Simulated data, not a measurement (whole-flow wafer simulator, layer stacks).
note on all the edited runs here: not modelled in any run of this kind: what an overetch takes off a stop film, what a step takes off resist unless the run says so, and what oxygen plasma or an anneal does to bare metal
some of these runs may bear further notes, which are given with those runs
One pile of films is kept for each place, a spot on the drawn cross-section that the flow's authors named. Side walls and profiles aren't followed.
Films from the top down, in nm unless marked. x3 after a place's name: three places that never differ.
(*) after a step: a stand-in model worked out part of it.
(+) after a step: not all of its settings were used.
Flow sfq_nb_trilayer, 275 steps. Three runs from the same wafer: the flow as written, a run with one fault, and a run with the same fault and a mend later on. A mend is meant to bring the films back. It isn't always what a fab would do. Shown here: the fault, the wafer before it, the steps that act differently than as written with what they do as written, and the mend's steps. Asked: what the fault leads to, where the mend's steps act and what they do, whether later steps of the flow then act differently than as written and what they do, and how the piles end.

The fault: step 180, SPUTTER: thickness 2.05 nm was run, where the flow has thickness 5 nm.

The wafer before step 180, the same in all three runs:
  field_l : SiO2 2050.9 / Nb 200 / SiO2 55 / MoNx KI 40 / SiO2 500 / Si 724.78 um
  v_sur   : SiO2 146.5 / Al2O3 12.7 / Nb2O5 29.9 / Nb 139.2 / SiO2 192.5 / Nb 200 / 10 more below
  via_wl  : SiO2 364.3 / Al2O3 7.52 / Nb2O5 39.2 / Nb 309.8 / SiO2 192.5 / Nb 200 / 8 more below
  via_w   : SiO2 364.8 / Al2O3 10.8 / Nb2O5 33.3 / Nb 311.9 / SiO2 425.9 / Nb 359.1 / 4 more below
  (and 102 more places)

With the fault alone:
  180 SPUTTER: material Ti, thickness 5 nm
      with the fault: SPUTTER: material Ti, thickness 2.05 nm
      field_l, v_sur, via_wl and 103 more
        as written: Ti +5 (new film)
        with the fault: Ti +2.05 (new film)
  Later steps of the flow that act differently than as written (18 more steps differ only slightly, by at most 2% or 0.5 nm, whichever is larger, and aren't shown):
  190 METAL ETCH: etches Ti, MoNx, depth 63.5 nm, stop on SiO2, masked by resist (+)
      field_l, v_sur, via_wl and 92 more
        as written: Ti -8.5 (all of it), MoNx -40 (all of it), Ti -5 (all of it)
        with the fault: Ti -8.5 (all of it), MoNx -40 (all of it), Ti -2.05 (all of it)
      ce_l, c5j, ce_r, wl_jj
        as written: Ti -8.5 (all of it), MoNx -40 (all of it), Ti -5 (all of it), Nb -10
        with the fault: Ti -8.5 (all of it), MoNx -40 (all of it), Ti -2.05 (all of it), Nb -12.9
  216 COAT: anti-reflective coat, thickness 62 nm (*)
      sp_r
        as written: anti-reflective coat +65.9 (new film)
        with the fault: anti-reflective coat +64.5 (new film)
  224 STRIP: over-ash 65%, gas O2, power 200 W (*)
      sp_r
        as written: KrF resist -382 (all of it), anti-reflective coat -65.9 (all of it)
        with the fault: KrF resist -382.1 (all of it), anti-reflective coat -64.5 (all of it)
  At the end the piles differ from the flow's by more than 2% or 0.5 nm, whichever is larger, at be_r, r_sur, res, r_end, r5r_line_l, r5r_line_c, r5r_line_r.
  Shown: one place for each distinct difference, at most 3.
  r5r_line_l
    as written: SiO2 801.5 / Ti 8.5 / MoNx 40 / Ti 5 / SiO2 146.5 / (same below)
    with the fault: SiO2 804.5 / Ti 8.5 / MoNx 40 / Ti 2.05 / SiO2 146.5 / (same below)
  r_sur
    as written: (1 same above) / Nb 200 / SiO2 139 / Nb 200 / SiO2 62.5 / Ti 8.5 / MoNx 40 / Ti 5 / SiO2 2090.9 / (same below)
    with the fault: (1 same above) / Nb 200 / SiO2 141.9 / Nb 200 / SiO2 62.5 / Ti 8.5 / MoNx 40 / Ti 2.05 / SiO2 2090.9 / (same below)
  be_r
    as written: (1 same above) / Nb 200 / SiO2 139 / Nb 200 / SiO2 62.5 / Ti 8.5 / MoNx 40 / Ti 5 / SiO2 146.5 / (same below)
    with the fault: (1 same above) / Nb 200 / SiO2 141.9 / Nb 200 / SiO2 62.5 / Ti 8.5 / MoNx 40 / Ti 2.05 / SiO2 146.5 / (same below)

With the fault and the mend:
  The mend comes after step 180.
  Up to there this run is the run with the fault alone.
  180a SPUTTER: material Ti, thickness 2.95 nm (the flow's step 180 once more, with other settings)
      field_l, v_sur, via_wl and 103 more
        Ti +2.95
  No later step of the flow acts differently than as written at any place that is followed.
  At the end the piles are the same as the flow's at every place that both follow.
